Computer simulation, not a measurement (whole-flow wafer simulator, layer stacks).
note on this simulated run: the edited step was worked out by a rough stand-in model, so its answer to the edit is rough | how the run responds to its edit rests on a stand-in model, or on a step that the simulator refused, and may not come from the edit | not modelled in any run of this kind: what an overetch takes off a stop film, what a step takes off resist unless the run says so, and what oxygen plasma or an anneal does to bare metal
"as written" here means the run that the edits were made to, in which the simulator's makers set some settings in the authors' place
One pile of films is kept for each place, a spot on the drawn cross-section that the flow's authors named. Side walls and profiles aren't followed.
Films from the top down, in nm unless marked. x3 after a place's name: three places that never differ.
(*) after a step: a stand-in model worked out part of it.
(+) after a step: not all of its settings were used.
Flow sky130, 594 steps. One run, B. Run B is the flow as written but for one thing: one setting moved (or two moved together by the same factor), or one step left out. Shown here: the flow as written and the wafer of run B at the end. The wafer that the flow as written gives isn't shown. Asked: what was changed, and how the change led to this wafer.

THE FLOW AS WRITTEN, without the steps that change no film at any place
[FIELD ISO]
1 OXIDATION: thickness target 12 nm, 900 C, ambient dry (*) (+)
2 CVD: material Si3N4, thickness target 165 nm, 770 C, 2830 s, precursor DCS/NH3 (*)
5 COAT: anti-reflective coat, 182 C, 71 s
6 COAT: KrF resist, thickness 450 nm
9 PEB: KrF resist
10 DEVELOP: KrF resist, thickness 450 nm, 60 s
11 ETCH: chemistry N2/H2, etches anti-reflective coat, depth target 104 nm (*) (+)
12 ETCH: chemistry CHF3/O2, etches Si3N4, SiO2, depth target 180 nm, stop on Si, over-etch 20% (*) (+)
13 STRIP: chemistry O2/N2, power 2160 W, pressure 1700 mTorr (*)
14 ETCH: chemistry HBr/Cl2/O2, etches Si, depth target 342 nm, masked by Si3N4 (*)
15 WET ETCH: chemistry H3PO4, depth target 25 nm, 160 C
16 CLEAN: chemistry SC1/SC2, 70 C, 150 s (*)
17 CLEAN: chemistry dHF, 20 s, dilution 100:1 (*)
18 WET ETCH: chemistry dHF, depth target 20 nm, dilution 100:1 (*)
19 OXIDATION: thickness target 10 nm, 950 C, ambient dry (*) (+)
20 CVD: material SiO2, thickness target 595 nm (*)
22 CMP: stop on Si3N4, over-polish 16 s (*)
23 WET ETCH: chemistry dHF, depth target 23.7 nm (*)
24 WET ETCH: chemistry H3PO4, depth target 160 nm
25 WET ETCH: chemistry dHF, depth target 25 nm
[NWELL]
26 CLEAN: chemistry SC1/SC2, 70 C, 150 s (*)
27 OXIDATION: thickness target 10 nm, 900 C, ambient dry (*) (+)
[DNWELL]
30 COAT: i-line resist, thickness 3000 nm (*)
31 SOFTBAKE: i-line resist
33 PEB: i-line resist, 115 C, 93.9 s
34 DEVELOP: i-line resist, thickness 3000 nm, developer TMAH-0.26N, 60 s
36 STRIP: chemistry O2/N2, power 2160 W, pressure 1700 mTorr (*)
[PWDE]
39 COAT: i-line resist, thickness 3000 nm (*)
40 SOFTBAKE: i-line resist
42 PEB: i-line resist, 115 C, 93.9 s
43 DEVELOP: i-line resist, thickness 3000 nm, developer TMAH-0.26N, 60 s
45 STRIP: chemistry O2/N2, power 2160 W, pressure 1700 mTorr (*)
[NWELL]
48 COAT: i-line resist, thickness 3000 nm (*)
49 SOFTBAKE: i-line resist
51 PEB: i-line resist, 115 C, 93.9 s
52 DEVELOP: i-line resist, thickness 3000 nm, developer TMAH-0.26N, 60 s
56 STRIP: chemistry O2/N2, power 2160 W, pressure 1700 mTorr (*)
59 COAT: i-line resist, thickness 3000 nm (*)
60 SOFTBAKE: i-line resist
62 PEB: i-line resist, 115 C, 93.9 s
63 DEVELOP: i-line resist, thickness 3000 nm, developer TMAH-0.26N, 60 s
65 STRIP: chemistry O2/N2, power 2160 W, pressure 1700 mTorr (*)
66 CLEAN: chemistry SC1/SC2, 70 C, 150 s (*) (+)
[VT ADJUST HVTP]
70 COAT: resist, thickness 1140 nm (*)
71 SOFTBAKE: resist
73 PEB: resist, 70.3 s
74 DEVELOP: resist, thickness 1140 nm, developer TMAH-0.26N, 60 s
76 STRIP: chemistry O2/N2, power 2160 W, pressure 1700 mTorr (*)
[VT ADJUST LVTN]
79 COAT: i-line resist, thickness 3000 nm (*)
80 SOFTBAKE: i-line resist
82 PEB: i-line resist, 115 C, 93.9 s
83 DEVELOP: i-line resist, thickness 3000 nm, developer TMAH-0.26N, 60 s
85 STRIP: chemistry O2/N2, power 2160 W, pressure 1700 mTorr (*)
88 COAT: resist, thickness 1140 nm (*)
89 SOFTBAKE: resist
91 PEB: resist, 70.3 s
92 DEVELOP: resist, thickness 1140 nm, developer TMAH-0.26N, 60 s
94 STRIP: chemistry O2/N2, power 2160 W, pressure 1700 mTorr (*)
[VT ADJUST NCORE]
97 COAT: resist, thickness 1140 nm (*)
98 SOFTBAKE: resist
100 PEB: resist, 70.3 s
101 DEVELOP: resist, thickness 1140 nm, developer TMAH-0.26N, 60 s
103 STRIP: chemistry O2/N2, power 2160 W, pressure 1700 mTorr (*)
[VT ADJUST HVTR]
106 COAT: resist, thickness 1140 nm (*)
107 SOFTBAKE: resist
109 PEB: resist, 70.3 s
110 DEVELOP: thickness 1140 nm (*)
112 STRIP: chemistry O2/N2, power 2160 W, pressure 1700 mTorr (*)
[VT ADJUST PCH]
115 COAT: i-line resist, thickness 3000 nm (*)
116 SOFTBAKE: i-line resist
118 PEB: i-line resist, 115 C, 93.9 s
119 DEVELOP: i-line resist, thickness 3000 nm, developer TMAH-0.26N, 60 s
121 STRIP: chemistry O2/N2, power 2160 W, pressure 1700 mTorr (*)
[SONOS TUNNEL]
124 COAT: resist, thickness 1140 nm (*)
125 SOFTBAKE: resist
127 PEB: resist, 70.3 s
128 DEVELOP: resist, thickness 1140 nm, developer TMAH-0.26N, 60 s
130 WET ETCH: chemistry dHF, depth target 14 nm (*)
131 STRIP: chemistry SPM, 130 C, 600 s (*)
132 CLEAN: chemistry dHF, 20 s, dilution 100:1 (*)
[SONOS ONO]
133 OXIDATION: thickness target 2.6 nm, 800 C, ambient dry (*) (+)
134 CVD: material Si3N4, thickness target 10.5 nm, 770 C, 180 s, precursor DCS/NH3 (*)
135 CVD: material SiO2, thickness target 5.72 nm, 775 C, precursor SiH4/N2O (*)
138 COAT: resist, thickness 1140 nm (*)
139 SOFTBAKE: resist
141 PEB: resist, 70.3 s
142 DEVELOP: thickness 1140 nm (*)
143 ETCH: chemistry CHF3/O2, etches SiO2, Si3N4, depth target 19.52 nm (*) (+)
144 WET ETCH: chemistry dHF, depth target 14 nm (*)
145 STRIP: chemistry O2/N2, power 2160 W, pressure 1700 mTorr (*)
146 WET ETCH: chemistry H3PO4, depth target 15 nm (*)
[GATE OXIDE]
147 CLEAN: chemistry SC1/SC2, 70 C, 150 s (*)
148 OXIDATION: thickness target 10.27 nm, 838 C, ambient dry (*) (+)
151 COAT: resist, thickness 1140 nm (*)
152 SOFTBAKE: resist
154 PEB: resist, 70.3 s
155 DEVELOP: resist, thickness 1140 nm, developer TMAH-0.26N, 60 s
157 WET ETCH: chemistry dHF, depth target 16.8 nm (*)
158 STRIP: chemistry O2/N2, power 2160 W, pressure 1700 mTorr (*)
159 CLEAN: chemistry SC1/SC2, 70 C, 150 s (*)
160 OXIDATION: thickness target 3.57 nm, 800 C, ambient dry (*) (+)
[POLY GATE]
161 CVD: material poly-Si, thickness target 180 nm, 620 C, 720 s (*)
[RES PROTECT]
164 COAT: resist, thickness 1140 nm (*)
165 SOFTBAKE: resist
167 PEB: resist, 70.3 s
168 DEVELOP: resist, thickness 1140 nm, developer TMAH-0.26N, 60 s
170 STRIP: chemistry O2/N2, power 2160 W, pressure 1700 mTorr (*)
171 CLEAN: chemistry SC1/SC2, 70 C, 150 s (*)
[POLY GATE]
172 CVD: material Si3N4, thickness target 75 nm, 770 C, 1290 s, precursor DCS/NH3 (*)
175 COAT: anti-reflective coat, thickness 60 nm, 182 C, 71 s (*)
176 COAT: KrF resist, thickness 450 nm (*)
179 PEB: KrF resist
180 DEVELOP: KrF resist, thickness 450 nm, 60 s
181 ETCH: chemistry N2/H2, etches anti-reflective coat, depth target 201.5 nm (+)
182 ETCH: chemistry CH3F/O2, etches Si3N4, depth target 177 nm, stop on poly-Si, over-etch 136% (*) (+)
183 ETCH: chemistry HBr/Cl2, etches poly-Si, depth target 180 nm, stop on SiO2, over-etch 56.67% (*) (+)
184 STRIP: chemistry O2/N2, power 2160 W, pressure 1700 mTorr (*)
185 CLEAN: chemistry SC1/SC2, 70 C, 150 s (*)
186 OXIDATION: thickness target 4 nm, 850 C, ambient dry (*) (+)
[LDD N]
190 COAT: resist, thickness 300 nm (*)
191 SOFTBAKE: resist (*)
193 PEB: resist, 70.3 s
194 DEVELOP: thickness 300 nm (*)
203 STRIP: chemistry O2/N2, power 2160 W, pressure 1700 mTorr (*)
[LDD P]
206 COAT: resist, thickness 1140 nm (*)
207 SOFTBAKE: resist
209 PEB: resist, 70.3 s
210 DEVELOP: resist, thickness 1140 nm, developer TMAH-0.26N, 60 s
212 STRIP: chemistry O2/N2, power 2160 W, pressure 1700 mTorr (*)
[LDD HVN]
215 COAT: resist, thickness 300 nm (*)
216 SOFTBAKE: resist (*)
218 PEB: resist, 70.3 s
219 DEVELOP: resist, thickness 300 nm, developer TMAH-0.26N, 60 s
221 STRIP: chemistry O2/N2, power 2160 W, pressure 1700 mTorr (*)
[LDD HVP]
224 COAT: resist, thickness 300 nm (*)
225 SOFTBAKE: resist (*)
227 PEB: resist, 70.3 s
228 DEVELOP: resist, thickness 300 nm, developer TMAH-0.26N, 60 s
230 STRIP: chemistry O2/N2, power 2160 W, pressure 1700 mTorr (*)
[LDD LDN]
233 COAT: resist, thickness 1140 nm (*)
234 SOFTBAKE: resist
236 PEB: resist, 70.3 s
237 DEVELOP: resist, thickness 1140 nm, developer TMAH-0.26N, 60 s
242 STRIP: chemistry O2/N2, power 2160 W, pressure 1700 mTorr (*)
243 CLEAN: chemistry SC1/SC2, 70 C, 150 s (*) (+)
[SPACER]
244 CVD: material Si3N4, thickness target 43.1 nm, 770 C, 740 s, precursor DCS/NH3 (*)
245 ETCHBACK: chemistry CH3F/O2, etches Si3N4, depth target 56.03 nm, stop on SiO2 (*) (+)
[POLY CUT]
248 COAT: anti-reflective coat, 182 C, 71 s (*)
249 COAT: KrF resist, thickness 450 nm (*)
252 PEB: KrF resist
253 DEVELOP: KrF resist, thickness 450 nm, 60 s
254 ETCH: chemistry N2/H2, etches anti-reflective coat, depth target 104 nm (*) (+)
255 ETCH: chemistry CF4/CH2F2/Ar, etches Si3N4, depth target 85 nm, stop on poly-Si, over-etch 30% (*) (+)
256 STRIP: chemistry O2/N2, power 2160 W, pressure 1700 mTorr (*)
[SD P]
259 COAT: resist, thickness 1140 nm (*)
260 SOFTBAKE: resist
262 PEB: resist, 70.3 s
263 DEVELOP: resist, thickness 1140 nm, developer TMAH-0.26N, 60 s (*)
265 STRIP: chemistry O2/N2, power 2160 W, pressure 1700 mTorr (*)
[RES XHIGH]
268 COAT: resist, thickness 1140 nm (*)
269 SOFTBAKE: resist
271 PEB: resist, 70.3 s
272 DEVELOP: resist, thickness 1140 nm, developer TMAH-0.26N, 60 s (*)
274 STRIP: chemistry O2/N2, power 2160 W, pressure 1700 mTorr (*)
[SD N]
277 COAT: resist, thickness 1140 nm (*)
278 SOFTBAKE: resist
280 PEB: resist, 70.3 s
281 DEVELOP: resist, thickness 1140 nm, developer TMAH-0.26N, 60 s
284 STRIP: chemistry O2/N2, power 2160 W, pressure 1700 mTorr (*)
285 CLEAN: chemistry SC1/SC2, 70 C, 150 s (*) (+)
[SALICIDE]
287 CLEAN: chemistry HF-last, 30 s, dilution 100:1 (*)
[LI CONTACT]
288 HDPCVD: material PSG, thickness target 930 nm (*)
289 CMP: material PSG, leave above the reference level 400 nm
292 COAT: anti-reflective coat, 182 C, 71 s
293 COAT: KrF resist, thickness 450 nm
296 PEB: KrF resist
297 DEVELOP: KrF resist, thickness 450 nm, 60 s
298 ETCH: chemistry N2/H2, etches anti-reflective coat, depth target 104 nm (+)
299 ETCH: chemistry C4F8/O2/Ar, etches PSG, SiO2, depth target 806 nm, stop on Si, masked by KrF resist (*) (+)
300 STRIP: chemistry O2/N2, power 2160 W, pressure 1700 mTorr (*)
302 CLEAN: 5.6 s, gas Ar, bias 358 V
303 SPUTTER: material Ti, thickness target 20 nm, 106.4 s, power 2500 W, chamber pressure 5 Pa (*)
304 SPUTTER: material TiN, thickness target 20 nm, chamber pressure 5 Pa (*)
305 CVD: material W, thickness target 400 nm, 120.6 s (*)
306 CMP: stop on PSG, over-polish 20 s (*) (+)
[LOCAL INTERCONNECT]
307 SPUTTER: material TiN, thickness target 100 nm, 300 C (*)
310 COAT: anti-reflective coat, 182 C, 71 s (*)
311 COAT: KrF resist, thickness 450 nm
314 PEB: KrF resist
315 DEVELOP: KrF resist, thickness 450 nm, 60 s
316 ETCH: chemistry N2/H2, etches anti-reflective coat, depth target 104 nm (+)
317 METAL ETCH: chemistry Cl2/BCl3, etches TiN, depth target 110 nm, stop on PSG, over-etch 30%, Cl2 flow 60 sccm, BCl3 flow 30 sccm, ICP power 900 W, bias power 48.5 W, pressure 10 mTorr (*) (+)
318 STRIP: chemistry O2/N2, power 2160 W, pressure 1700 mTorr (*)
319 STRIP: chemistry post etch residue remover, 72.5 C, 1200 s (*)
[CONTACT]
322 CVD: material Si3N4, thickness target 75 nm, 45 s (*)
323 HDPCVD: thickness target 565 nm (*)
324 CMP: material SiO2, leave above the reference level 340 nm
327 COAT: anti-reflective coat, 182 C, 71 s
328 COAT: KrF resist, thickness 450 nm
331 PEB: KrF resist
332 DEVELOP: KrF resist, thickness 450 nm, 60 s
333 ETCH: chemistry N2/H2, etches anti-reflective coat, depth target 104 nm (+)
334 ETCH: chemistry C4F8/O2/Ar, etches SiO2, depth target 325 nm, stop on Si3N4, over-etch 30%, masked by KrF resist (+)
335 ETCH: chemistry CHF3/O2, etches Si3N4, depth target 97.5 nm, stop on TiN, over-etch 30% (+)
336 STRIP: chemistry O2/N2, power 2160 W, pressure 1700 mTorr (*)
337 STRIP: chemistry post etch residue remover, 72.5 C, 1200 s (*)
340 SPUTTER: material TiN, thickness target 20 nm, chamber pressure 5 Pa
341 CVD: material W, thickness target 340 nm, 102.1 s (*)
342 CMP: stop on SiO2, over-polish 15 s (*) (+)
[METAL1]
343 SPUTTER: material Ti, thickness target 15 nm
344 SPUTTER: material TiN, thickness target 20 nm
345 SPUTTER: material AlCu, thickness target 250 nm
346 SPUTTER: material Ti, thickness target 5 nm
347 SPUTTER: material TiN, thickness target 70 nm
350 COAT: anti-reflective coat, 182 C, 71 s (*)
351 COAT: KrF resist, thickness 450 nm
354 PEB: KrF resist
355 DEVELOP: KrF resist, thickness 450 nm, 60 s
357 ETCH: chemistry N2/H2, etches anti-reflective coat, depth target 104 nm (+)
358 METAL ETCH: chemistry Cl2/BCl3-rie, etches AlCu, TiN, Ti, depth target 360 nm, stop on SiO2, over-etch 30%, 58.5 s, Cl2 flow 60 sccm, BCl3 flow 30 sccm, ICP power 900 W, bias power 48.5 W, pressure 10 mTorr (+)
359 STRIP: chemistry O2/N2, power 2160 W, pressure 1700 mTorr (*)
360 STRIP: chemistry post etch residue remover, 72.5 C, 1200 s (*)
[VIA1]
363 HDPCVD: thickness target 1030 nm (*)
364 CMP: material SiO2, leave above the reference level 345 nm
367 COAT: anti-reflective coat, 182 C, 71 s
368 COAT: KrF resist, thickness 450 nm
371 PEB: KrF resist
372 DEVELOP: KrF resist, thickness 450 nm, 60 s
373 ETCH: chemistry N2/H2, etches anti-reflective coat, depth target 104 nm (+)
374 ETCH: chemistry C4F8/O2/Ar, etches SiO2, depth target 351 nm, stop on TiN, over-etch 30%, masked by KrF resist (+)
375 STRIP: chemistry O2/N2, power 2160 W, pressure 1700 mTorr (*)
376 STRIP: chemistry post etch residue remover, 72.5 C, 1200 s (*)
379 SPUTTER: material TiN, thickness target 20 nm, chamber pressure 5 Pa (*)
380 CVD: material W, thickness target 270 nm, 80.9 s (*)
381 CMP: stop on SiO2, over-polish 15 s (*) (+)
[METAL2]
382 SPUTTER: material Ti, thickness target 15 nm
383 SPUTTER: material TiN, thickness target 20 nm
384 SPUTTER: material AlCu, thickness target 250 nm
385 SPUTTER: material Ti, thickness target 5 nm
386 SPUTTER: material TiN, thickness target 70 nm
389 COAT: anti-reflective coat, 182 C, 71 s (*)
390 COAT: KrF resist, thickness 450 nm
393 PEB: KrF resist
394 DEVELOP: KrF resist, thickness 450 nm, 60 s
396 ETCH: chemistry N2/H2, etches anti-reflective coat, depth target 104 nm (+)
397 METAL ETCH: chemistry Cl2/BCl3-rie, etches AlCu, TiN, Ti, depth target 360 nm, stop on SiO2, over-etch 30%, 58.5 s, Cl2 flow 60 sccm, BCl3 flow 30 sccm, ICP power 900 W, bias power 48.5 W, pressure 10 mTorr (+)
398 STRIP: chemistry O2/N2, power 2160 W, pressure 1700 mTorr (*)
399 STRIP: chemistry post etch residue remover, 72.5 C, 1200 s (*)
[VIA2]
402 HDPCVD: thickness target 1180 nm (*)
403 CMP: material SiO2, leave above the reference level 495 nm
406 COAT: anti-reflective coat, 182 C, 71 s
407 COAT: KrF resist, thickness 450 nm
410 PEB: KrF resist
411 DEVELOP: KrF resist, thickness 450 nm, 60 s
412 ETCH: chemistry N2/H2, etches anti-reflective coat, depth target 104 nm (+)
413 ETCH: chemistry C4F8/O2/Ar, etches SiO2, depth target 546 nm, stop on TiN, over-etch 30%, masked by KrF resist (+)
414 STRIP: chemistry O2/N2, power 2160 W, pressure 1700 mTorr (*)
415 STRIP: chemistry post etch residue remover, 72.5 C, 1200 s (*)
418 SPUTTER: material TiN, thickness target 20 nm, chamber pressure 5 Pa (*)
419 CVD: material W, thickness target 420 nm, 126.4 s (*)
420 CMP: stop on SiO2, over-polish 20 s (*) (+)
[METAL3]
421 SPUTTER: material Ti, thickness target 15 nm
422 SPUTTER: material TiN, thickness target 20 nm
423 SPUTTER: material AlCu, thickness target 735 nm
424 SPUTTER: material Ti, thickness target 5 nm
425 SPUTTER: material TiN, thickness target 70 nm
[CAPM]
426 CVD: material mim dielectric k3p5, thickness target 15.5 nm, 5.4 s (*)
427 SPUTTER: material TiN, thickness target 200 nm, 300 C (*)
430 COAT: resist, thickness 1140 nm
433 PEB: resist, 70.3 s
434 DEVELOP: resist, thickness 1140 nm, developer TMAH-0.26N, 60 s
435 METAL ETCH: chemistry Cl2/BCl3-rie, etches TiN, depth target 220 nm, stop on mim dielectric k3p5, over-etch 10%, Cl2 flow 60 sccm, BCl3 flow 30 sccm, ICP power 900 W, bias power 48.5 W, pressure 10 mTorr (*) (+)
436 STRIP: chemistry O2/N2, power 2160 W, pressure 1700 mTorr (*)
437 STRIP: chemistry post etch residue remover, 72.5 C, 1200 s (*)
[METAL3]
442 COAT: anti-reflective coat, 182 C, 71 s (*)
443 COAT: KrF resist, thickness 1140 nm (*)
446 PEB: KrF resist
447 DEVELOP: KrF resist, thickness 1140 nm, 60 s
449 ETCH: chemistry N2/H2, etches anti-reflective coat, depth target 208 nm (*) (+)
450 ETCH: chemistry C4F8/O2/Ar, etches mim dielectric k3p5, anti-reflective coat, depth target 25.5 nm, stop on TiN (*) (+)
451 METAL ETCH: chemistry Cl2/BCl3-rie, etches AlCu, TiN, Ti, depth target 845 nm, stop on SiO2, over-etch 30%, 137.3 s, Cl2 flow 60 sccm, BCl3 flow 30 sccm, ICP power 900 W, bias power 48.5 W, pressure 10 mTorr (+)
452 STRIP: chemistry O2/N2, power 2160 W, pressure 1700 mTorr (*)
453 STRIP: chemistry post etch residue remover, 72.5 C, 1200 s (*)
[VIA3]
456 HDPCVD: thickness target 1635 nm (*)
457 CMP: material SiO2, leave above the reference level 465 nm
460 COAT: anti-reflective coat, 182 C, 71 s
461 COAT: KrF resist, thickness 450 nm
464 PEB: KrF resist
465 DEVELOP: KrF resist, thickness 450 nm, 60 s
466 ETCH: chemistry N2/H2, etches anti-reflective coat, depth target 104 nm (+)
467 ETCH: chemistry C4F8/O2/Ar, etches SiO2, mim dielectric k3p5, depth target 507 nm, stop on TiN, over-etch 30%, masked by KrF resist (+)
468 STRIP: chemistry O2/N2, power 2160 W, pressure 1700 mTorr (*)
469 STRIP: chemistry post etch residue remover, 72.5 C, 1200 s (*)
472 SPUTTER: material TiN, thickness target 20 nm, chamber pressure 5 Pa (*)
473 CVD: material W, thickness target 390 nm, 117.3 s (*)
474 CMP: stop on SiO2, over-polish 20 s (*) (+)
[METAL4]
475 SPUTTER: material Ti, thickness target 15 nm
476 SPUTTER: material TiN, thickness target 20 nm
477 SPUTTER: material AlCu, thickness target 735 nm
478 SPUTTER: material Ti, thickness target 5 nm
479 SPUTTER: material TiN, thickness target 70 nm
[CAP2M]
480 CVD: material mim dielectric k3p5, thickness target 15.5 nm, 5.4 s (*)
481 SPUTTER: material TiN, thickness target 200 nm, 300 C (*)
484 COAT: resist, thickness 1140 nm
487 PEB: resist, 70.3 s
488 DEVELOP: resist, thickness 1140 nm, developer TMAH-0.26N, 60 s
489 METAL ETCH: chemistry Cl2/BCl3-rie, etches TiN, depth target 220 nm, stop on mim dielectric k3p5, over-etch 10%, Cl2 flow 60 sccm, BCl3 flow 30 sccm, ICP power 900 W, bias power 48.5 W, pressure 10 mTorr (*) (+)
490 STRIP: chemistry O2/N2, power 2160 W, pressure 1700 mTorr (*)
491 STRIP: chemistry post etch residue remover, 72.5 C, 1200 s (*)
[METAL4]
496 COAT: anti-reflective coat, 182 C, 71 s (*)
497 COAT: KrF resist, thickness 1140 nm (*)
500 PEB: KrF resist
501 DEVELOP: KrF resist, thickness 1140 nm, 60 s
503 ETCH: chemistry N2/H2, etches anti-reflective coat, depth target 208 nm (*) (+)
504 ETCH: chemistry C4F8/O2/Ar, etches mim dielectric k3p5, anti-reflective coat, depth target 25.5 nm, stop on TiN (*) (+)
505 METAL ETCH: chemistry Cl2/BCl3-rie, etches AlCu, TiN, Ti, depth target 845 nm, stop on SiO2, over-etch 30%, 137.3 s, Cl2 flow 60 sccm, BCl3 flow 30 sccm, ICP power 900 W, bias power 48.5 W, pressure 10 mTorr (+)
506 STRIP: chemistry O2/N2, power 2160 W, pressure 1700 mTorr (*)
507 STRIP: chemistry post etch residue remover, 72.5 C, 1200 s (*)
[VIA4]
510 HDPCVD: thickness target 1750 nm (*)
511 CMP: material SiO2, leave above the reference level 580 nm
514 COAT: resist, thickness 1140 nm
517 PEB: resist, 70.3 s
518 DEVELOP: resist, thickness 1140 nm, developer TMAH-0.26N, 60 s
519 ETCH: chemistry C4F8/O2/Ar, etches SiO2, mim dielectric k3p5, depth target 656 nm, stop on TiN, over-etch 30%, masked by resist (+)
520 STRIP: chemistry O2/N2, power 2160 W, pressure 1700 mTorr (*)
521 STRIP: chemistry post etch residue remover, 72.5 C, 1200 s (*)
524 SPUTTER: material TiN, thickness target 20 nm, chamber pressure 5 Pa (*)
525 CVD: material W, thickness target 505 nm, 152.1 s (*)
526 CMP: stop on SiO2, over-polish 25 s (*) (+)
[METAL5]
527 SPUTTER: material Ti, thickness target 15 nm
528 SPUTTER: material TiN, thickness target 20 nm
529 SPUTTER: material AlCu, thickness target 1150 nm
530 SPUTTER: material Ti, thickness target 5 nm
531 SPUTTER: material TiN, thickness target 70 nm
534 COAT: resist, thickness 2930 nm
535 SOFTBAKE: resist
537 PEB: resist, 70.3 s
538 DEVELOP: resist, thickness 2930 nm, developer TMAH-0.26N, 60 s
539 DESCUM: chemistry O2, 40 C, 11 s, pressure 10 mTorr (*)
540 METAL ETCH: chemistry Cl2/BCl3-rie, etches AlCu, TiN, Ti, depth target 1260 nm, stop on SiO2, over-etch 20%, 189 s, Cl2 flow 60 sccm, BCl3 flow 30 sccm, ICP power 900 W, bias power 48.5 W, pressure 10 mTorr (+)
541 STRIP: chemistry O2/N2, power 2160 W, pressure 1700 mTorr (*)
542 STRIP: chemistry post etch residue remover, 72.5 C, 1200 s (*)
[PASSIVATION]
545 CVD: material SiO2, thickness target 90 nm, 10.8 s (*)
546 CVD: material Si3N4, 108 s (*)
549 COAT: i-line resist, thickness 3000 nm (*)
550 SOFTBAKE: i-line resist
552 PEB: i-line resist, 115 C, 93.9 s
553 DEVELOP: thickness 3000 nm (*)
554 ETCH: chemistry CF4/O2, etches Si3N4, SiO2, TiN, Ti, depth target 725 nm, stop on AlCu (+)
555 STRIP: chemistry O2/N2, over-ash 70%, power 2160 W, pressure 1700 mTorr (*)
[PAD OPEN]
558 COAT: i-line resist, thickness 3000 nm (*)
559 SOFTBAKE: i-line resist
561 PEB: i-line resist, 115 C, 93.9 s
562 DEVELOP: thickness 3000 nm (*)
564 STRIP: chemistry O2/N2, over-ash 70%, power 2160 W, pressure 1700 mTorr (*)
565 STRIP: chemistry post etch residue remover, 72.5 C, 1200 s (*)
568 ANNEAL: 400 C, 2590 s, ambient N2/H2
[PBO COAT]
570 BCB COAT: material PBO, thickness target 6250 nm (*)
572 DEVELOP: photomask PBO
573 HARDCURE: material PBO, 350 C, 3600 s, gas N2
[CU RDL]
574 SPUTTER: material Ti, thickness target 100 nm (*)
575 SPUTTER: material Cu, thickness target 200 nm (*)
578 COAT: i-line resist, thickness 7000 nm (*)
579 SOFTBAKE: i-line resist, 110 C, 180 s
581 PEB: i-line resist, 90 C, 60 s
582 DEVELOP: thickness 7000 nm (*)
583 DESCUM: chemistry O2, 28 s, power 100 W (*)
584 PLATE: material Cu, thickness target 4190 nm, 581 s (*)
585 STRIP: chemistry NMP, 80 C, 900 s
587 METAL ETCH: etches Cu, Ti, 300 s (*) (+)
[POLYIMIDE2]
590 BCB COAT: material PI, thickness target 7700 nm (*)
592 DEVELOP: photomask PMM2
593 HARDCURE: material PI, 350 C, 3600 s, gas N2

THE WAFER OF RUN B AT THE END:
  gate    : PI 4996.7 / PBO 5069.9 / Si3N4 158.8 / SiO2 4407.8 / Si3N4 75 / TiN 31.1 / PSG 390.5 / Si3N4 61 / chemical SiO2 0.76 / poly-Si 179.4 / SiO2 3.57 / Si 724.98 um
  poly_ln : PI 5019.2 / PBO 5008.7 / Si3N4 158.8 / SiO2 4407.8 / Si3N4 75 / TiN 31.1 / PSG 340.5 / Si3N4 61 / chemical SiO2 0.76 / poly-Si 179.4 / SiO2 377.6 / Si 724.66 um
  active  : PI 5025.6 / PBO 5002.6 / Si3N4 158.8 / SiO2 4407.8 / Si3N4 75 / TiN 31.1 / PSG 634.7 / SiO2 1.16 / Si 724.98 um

The cause: step 317, METAL ETCH: depth target 67.1 nm was run, where the flow has depth target 110 nm.

How the change led to this, step by step:
  317 METAL ETCH: chemistry Cl2/BCl3, etches TiN, depth target 110 nm, stop on PSG, over-etch 30%, Cl2 flow 60 sccm, BCl3 flow 30 sccm, ICP power 900 W, bias power 48.5 W, pressure 10 mTorr (*) (+)
      field, active, gate and 88 more: TiN -67.1 (as written it would be: TiN -98.7 (all of it))
      n_well, p_well, gate_hv and 97 more: KrF resist -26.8 (as written it would be: KrF resist -44)
  318 STRIP: chemistry O2/N2, power 2160 W, pressure 1700 mTorr (*)
      n_well, p_well, gate_hv and 93 more: KrF resist -351 (all of it), anti-reflective coat -80 (all of it) (as written it would be: KrF resist -333.8 (all of it), anti-reflective coat -80 (all of it))
      poly_licon, ndiff_licon, ndiff_licon_cpp, rpo_hd_licon: KrF resist -351 (all of it), anti-reflective coat -80.5 (all of it) (as written it would be: KrF resist -333.9 (all of it), anti-reflective coat -80.5 (all of it))
  324 CMP: material SiO2, leave above the reference level 340 nm
      field, active, gate and 88 more: SiO2 -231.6 (as written it would be: SiO2 -200.4)
Counting metal films that touch as one body, gate has 1 body; the flow as written gives 0 bodies.
Counting metal films that touch as one body, poly_ln has 1 body; the flow as written gives 0 bodies.
Counting metal films that touch as one body, active has 1 body; the flow as written gives 0 bodies.
